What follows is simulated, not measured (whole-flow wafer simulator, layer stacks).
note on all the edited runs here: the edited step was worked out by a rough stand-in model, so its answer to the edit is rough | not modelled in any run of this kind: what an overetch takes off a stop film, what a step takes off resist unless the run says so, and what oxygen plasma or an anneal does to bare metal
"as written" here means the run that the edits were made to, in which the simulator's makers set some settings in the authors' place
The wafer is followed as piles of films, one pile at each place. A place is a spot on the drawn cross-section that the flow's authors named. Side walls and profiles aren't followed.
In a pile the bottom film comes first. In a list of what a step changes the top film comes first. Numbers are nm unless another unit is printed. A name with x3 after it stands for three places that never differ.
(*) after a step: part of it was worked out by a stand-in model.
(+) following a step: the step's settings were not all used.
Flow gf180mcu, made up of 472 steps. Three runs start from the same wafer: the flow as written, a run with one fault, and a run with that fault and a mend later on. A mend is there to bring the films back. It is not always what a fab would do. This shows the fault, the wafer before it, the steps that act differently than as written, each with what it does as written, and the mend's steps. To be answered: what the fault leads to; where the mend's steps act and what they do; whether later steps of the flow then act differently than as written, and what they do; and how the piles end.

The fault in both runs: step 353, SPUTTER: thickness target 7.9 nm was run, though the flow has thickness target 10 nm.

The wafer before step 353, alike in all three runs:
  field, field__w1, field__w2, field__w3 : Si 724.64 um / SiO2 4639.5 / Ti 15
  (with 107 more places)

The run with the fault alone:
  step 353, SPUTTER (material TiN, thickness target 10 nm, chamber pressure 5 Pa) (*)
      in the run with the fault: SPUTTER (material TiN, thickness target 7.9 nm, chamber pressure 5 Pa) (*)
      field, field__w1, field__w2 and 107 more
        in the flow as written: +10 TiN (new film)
        in the run with the fault: +7.9 TiN (new film)
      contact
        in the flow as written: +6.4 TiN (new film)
        in the run with the fault: +5.06 TiN (new film)
  Steps later in the flow that act otherwise than as written (1 other step is not shown; it differs only slightly, by no more than 2% or 0.5 nm, whichever is larger):
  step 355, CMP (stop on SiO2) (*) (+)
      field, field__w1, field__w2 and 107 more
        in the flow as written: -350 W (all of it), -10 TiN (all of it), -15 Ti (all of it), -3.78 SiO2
        in the run with the fault: -350 W (all of it), -7.9 TiN (all of it), -15 Ti (all of it), -3.76 SiO2
  The piles end different from the flow's at contact by more than 2% or 0.5 nm, whichever is larger.
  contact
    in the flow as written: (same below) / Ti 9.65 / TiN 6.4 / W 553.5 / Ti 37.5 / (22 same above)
    in the run with the fault: (same below) / Ti 9.65 / TiN 5.06 / W 554.9 / Ti 37.5 / (22 same above)

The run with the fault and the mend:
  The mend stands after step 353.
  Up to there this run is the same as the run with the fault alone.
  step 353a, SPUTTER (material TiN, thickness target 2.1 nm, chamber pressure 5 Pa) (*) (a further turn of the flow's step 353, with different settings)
      field, field__w1, field__w2 and 107 more
        +2.1 TiN
      contact
        +1.34 TiN
  Every later step of the flow that is run acts as written at every place that is followed.
  By the end, the piles equal the flow's at every place that both follow.
